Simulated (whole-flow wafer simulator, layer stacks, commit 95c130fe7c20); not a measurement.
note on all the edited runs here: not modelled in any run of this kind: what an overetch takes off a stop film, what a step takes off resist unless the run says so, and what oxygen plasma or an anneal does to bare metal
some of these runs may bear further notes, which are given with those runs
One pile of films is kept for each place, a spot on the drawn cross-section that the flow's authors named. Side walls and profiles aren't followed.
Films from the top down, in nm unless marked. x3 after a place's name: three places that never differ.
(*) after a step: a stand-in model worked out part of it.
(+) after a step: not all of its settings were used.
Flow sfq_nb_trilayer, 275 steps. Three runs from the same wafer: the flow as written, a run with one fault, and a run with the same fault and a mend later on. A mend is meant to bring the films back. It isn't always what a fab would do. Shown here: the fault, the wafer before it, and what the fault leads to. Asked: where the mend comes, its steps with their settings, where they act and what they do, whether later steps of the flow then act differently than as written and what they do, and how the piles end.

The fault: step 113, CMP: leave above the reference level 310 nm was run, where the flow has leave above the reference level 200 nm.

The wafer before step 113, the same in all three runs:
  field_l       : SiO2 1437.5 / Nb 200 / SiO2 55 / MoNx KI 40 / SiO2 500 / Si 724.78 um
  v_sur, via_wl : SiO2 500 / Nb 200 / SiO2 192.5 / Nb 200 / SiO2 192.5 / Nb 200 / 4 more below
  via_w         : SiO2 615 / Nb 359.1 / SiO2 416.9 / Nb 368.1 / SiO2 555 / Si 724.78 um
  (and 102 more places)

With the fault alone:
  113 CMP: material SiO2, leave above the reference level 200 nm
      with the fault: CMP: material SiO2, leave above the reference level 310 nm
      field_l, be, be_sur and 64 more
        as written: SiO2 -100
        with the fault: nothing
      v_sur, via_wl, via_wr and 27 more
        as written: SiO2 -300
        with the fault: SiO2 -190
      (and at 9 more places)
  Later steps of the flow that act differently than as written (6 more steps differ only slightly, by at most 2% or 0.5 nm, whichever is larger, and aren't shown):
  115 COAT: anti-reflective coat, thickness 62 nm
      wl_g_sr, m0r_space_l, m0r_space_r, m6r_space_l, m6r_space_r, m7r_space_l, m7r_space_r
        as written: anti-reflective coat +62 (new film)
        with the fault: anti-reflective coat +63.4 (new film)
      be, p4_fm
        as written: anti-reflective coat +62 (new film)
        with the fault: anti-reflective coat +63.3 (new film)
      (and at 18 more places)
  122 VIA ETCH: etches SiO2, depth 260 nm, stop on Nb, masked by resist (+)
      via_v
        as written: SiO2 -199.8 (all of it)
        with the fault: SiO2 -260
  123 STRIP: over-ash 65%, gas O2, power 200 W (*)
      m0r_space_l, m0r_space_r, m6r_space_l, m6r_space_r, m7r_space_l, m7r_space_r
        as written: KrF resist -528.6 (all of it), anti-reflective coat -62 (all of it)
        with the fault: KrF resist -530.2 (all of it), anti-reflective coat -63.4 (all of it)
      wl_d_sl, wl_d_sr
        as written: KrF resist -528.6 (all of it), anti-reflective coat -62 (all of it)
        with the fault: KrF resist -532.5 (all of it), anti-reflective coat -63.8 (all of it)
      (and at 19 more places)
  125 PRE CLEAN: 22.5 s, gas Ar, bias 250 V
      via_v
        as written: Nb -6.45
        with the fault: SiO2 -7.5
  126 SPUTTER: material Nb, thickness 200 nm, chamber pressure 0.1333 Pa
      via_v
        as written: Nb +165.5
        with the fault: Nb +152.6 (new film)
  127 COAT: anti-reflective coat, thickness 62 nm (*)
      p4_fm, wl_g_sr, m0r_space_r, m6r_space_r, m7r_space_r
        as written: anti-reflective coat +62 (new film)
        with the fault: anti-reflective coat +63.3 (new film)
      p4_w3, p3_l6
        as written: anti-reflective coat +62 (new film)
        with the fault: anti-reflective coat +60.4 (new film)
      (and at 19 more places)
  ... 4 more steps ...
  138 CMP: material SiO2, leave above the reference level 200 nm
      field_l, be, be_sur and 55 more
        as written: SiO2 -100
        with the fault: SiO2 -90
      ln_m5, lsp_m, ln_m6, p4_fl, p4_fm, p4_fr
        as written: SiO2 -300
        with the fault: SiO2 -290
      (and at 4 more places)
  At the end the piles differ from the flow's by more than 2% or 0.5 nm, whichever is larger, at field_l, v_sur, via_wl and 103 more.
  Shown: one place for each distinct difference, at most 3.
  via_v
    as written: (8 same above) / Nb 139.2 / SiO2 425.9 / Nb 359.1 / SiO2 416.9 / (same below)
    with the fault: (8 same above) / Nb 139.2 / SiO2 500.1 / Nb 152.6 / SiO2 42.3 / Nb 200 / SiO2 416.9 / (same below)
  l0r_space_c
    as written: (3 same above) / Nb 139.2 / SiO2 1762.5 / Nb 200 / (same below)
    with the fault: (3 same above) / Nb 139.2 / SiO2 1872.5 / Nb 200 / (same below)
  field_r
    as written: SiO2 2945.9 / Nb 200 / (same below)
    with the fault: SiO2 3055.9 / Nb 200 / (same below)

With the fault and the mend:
  The mend comes after step 114.
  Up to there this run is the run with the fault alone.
  114a CMP: material SiO2, leave above the reference level 200 nm (the flow's step 113 once more)
      field_l, be, be_sur and 64 more
        SiO2 -100
      v_sur, via_wl, via_w and 36 more
        SiO2 -110
  No later step of the flow acts differently than as written at any place that is followed.
  At the end the piles are the same as the flow's at every place that both follow.
